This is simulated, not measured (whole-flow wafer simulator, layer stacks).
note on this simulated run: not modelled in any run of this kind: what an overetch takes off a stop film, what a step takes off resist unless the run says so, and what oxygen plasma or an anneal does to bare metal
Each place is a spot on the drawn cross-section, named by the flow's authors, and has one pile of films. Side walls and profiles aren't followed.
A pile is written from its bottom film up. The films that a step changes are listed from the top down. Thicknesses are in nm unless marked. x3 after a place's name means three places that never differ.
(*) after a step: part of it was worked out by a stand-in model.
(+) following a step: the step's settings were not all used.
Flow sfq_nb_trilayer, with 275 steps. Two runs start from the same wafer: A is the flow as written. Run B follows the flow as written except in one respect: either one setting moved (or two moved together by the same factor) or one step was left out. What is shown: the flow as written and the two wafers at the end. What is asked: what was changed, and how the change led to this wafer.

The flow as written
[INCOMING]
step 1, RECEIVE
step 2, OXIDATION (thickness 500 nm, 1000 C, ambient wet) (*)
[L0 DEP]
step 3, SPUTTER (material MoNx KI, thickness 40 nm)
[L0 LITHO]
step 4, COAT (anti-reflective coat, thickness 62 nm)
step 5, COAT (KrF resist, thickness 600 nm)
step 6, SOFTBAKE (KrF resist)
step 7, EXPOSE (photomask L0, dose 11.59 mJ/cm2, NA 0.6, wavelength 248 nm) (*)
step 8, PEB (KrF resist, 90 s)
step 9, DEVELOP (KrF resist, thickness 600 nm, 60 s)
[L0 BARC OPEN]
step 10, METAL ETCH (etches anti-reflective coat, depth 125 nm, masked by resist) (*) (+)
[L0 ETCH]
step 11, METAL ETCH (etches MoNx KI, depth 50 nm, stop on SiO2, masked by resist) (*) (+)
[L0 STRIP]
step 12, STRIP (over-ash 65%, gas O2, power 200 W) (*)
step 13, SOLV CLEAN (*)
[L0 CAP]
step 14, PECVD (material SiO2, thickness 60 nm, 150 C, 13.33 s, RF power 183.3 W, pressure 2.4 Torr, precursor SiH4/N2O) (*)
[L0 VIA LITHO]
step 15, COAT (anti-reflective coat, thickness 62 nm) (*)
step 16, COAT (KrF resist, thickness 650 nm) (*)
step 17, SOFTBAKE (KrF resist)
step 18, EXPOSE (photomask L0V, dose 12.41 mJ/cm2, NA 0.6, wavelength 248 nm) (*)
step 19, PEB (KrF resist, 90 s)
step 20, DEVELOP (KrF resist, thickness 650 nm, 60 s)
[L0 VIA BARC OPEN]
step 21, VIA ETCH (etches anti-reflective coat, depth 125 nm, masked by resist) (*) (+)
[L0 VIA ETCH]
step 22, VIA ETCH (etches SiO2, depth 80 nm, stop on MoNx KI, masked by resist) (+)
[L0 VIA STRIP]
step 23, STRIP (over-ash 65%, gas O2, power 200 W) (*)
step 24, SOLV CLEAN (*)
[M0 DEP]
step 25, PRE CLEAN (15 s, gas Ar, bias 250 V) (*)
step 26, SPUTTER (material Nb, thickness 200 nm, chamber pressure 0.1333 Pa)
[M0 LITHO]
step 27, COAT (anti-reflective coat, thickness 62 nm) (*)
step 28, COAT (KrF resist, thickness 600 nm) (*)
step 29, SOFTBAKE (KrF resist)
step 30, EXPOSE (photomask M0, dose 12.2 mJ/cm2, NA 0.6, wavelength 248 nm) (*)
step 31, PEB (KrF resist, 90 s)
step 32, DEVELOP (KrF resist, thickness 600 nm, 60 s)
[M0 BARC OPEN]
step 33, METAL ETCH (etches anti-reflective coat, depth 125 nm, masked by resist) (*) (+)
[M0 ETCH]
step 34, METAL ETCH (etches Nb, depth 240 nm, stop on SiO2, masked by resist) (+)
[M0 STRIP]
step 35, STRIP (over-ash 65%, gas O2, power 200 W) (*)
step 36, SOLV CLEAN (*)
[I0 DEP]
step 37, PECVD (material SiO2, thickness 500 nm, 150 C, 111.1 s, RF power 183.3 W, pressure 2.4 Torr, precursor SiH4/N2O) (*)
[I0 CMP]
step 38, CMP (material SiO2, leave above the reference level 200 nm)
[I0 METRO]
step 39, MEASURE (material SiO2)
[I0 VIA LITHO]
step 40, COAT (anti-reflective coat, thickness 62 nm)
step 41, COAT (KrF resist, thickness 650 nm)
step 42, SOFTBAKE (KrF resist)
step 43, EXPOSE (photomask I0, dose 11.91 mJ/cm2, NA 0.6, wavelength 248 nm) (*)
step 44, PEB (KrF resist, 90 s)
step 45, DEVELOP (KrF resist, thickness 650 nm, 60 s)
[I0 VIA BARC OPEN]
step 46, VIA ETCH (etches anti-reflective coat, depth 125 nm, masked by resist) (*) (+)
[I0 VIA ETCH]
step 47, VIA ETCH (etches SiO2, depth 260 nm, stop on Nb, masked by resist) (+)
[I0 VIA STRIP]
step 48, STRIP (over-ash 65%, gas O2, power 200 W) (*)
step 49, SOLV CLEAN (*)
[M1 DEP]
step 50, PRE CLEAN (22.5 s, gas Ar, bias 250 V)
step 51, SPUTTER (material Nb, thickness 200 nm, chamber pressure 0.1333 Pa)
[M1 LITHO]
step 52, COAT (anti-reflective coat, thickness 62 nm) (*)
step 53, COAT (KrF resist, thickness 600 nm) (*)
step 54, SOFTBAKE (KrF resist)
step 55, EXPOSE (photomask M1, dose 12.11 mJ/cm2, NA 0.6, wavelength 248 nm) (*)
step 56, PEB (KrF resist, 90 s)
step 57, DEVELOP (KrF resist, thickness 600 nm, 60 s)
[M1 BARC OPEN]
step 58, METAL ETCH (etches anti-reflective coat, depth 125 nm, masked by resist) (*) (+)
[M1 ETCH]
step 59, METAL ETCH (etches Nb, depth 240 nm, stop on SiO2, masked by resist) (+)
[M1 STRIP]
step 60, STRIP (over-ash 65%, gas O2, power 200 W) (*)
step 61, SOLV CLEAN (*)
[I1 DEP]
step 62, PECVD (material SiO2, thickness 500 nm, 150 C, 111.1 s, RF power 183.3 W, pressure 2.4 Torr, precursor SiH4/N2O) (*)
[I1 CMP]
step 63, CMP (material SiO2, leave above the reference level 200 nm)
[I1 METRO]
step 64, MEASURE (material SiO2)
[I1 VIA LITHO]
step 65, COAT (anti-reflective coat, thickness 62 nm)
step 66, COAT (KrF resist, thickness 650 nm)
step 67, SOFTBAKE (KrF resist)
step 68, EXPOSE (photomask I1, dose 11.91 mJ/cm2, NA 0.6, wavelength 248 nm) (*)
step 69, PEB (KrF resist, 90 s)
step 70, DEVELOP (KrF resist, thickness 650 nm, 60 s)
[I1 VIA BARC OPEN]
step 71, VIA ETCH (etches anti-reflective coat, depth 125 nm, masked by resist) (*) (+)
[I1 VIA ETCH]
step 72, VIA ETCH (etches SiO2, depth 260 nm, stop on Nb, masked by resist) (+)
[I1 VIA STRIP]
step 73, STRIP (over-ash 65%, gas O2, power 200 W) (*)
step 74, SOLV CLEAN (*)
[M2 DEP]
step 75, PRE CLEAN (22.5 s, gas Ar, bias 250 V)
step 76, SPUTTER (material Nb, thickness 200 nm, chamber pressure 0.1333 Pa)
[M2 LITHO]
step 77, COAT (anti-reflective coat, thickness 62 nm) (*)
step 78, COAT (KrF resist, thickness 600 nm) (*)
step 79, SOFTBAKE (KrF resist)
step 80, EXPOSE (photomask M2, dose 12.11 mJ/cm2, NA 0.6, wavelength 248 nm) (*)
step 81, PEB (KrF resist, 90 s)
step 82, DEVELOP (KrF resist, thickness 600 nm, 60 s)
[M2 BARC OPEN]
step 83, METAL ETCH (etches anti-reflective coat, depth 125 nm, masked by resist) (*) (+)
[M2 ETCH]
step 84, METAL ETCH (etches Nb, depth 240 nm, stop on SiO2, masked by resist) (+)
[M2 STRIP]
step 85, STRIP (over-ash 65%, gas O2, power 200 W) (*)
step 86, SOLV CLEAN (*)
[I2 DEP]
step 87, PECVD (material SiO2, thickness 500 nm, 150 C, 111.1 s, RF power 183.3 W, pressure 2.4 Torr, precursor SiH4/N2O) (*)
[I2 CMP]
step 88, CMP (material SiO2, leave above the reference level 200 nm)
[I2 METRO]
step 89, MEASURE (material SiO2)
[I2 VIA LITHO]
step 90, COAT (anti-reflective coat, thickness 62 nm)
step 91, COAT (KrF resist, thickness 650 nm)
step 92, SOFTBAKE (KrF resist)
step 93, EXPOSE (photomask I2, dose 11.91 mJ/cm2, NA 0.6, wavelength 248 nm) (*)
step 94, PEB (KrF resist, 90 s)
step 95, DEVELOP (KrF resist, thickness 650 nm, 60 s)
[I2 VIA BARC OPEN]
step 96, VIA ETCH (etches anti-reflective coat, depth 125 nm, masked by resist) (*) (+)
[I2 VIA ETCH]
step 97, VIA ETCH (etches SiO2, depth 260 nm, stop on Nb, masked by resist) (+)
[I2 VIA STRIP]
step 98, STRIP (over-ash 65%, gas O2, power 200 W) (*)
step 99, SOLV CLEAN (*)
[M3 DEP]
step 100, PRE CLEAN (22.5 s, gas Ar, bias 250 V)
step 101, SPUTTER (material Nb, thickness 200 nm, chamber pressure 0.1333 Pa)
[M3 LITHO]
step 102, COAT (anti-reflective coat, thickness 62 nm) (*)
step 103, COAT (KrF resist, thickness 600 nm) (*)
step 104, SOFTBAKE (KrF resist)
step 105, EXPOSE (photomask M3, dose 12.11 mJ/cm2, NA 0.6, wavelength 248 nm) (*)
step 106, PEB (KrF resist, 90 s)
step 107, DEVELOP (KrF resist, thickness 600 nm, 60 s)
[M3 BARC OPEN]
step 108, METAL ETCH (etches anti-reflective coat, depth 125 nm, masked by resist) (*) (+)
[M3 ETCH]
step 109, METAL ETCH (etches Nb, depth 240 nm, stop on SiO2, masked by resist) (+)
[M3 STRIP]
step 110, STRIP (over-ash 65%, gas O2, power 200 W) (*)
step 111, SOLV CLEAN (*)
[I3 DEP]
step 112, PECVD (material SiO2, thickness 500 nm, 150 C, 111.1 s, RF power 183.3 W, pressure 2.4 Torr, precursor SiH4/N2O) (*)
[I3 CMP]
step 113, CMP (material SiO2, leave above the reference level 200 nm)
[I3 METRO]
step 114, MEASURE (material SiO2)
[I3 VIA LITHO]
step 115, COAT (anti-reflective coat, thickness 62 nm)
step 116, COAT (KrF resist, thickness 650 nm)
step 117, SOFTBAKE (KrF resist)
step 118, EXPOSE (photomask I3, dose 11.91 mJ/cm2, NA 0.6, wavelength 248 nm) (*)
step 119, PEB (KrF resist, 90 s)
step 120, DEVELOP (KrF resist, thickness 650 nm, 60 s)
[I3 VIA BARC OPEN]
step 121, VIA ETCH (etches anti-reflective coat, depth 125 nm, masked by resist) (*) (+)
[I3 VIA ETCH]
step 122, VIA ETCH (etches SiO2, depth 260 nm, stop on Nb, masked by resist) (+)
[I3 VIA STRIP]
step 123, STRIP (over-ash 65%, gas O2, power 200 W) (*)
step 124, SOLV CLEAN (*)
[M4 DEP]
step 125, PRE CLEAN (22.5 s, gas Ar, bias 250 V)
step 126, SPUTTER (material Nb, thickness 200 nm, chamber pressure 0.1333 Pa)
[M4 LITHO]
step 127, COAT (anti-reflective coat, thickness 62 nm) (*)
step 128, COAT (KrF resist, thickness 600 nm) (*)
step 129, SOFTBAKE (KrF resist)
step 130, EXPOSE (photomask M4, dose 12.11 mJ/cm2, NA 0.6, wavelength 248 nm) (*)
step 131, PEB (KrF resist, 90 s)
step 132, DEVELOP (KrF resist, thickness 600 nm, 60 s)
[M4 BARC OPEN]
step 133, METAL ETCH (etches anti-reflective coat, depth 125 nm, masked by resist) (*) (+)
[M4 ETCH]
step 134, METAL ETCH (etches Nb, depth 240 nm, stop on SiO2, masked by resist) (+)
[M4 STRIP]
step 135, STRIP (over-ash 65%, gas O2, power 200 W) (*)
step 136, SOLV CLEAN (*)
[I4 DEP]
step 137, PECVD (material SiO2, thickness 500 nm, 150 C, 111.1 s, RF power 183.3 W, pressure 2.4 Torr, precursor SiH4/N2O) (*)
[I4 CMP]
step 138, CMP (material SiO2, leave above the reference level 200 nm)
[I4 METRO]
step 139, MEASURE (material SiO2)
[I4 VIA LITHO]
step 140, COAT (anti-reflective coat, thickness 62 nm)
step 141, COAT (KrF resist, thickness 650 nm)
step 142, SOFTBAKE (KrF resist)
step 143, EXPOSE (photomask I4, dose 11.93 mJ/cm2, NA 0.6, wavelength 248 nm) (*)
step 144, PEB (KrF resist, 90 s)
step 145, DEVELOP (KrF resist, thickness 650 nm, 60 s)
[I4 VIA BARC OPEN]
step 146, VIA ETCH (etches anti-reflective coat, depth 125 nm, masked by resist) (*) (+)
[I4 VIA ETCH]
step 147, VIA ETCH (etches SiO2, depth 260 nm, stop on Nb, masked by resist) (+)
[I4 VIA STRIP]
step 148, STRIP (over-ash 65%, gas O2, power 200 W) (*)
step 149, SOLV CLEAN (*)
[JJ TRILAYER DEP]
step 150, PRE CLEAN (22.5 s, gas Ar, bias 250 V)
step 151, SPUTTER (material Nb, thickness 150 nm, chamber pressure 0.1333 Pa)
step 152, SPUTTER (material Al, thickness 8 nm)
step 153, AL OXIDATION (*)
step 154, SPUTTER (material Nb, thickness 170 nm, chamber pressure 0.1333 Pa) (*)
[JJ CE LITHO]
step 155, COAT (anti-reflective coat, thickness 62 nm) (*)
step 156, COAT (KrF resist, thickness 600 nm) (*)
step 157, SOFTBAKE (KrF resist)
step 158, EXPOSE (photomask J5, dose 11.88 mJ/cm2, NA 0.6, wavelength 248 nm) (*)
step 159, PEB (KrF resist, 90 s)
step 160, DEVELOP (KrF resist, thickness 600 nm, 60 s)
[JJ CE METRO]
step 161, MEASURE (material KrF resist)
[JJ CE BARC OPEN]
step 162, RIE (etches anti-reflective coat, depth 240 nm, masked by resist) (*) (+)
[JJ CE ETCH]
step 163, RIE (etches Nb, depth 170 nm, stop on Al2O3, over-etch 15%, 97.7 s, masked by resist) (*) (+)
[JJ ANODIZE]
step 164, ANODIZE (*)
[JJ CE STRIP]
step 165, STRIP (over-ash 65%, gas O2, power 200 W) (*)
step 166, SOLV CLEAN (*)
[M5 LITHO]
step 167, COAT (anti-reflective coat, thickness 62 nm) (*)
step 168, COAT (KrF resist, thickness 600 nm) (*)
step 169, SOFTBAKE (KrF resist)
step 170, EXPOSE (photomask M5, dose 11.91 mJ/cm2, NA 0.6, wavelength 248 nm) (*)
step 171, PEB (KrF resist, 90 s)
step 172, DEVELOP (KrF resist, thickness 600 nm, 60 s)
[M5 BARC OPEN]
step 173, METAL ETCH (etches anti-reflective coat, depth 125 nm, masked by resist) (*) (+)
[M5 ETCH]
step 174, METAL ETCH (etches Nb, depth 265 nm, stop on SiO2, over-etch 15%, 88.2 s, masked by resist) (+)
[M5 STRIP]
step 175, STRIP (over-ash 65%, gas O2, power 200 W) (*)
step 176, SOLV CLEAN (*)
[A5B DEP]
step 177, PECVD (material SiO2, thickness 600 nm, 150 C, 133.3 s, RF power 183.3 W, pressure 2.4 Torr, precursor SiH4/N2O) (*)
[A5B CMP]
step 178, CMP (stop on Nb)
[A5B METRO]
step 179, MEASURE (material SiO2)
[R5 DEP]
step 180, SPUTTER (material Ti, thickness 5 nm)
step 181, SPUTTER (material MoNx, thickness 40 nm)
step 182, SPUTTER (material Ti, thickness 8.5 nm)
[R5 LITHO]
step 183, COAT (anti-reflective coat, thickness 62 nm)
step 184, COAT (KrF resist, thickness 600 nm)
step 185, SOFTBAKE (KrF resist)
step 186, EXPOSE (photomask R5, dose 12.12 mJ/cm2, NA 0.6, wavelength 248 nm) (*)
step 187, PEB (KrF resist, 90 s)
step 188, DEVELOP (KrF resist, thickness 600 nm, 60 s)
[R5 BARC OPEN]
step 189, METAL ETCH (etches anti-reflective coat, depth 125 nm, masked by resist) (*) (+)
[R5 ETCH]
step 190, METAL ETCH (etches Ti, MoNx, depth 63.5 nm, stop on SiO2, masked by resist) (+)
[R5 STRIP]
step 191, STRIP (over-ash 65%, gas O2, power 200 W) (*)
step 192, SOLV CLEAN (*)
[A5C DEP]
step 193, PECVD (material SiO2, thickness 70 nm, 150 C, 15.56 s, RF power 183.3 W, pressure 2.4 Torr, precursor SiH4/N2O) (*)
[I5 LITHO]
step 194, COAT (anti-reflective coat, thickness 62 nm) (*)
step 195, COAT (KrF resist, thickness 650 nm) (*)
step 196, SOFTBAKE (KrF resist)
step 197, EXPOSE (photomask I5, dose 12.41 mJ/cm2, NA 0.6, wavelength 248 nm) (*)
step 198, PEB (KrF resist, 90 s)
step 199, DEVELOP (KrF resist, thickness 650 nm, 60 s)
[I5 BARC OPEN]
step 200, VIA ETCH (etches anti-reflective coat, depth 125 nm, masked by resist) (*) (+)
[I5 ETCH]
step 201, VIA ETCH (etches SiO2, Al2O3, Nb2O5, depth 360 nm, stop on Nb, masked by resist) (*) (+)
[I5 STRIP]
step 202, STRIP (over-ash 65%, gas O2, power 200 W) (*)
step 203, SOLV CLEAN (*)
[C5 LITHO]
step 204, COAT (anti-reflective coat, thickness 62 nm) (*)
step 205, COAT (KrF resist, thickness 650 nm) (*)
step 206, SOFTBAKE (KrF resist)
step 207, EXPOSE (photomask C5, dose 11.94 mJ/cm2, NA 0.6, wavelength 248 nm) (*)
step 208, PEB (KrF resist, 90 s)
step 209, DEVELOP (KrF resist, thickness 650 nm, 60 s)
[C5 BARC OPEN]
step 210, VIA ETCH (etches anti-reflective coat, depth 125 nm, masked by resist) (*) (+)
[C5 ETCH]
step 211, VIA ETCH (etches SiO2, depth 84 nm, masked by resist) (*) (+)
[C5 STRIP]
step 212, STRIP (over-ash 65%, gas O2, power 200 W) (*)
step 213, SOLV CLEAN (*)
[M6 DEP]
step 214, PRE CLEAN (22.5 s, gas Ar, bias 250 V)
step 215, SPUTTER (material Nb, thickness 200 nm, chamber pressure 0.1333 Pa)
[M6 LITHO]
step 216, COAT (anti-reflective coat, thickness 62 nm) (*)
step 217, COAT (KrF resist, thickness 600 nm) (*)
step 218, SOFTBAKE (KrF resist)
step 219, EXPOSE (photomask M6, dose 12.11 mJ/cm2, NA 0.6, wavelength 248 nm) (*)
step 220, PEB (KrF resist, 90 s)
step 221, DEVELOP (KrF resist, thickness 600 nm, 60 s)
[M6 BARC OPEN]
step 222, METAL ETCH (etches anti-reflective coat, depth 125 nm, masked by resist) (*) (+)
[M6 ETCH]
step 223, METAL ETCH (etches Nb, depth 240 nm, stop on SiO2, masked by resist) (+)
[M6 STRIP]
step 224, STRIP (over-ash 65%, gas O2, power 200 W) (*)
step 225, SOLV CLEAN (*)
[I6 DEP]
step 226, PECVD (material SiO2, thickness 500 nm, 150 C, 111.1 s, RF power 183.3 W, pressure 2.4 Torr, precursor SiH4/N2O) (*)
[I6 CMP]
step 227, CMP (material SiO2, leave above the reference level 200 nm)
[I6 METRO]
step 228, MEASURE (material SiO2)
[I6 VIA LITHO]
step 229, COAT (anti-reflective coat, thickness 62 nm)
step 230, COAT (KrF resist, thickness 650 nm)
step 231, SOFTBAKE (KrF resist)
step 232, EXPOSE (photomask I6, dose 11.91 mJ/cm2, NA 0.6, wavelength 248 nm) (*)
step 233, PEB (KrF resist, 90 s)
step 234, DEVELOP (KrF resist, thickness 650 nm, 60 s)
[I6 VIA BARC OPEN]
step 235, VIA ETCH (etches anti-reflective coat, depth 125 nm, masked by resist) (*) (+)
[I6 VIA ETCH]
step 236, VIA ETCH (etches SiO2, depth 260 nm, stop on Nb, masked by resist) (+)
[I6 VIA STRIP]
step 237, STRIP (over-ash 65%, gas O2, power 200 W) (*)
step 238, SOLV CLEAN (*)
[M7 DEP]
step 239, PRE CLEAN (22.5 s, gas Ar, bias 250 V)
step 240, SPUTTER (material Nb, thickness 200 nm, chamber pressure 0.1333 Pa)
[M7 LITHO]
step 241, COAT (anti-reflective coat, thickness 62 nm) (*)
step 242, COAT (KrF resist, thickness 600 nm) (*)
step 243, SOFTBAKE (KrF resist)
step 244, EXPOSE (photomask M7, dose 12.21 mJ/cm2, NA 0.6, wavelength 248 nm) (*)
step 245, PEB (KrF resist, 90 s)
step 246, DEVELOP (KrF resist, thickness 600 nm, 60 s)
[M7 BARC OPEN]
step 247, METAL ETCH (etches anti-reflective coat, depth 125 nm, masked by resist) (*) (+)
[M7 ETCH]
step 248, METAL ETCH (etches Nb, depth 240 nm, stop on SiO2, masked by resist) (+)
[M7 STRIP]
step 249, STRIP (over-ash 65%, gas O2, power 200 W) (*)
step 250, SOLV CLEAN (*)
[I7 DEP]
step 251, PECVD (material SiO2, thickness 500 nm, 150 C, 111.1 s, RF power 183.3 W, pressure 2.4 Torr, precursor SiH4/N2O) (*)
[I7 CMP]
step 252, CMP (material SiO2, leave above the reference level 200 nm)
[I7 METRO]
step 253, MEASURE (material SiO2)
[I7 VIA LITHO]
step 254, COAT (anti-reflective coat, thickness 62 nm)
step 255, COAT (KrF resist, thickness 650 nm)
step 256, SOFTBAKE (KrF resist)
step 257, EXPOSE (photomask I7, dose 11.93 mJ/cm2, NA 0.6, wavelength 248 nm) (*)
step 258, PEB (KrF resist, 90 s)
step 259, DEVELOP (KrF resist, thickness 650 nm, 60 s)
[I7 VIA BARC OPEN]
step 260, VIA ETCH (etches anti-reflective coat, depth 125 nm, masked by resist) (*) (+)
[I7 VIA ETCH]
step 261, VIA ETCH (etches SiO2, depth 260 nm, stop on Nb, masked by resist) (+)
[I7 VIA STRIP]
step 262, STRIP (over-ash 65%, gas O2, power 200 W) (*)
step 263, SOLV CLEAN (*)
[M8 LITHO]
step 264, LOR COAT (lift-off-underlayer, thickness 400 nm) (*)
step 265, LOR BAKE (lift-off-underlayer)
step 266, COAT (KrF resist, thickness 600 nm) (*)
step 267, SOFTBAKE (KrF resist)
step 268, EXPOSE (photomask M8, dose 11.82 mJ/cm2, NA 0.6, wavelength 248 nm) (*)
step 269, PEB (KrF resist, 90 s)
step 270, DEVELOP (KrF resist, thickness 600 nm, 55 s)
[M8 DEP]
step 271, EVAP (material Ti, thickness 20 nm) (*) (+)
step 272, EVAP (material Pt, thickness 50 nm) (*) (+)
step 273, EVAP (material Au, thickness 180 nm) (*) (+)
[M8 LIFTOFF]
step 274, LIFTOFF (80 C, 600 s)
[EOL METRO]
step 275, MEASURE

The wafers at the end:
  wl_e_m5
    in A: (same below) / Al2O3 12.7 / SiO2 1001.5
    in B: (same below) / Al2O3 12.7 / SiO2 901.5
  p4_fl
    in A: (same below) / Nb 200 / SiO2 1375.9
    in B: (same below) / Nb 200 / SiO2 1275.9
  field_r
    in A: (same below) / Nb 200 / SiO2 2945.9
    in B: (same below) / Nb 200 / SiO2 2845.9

The reason: step 227, CMP: leave above the reference level 100 nm was run, though the flow has leave above the reference level 200 nm.

The path from the change to this, step by step:
  step 227, CMP (material SiO2, leave above the reference level 200 nm)
      field_l, p4_fl, p4_fm and 59 more: A -100 SiO2 | B -200 SiO2
      v_sur, via_wl, via_w and 15 more: A -300 SiO2 | B -400 SiO2
      (also at 26 further places)
  step 236, VIA ETCH (etches SiO2, depth 260 nm, stop on Nb, masked by resist) (+)
      field_l, v_sur, via_wl and 102 more: A -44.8 KrF resist | B -25.8 KrF resist
      via_v: A -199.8 SiO2 (all of it) | B -99.8 SiO2 (all of it)
  step 237, STRIP (over-ash 65%, gas O2, power 200 W) (*)
      field_l, v_sur, via_wl and 102 more: A -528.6 KrF resist (all of it), -62 anti-reflective coat (all of it) | B -547.6 KrF resist (all of it), -62 anti-reflective coat (all of it)
  step 240, SPUTTER (material Nb, thickness 200 nm, chamber pressure 0.1333 Pa)
      via_v: A +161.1 Nb | B +185.8 Nb
  step 241, COAT (anti-reflective coat, thickness 62 nm) (*)
      via_v: A +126 anti-reflective coat (new film) | B +106.3 anti-reflective coat (new film)
      wire: A +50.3 anti-reflective coat (new film) | B +49 anti-reflective coat (new film)
  step 242, COAT (KrF resist, thickness 600 nm) (*)
      via_v: A +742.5 KrF resist (new film) | B +653.6 KrF resist (new film)
  step 249, STRIP (over-ash 65%, gas O2, power 200 W) (*)
      via_sp: A -373.6 KrF resist (all of it), -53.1 anti-reflective coat (all of it) | B -382.7 KrF resist (all of it), -52.2 anti-reflective coat (all of it)
      via_v: A -524.5 KrF resist (all of it), -126 anti-reflective coat (all of it) | B -435.9 KrF resist (all of it), -106.3 anti-reflective coat (all of it)
      (also at 1 further place)
  step 251, PECVD (material SiO2, thickness 500 nm, 150 C, 111.1 s, RF power 183.3 W, pressure 2.4 Torr, precursor SiH4/N2O) (*)
      via_v: A +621 SiO2 (new film) | B +500 SiO2 (new film)
  step 252, CMP (material SiO2, leave above the reference level 200 nm)
      via_v: A -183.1 SiO2 | B -186.9 SiO2
